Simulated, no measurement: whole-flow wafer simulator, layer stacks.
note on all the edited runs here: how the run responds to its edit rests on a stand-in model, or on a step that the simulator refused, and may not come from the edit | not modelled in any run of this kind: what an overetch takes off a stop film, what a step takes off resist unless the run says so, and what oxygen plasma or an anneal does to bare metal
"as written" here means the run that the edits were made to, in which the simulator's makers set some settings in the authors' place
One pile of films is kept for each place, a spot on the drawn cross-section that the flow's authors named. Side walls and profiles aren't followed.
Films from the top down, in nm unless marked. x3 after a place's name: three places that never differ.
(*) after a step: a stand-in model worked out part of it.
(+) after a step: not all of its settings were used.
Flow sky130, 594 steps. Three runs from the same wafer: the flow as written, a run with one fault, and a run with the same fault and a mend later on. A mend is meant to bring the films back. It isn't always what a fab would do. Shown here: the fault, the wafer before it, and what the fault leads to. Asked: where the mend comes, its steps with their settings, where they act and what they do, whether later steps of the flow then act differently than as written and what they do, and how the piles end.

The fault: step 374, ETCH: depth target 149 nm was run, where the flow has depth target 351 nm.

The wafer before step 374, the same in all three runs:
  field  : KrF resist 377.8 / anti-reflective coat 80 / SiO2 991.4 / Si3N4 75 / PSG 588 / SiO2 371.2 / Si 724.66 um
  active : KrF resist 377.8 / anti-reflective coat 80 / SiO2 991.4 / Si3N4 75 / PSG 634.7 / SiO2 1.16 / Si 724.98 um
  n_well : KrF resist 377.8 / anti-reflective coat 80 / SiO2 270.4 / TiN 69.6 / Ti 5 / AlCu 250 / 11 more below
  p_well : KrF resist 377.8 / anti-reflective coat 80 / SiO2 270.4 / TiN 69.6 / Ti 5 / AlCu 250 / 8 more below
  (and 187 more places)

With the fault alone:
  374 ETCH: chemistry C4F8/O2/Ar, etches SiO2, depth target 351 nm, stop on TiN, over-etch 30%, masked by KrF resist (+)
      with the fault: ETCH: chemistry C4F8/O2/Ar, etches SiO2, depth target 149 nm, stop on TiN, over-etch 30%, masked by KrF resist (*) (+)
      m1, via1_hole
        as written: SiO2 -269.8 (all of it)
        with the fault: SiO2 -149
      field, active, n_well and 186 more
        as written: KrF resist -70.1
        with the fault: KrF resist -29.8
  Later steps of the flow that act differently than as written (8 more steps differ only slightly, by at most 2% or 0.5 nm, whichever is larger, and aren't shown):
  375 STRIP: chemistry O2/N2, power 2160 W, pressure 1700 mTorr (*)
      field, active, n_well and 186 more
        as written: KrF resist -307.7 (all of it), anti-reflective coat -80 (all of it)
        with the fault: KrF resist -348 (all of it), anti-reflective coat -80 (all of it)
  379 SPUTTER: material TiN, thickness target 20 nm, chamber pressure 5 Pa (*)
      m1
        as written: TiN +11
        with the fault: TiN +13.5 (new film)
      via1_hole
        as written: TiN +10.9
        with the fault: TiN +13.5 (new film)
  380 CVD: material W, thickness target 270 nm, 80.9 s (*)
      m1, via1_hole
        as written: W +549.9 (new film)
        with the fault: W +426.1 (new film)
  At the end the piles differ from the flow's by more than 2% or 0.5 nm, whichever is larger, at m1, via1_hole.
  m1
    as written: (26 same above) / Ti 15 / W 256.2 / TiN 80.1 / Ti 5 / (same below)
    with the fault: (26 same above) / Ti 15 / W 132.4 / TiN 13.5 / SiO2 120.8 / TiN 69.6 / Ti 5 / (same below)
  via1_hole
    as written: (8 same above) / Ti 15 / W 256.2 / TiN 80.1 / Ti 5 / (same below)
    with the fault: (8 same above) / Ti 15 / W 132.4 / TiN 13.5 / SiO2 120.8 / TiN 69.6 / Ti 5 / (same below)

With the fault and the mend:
  The mend comes after step 374.
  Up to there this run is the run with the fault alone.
  374a ETCH: chemistry C4F8/O2/Ar, etches SiO2, depth target 202 nm, stop on TiN, over-etch 30%, masked by KrF resist (+) (the flow's step 374 once more, with other settings)
      field, active, n_well and 186 more
        KrF resist -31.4
      m1, via1_hole
        SiO2 -120.8 (all of it)
  Later steps of the flow that act differently than as written:
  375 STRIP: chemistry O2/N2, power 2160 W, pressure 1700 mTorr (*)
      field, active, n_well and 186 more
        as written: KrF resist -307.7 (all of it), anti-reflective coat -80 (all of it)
        with the mend: KrF resist -316.6 (all of it), anti-reflective coat -80 (all of it)
  At the end the piles are the same as the flow's at every place that both follow.
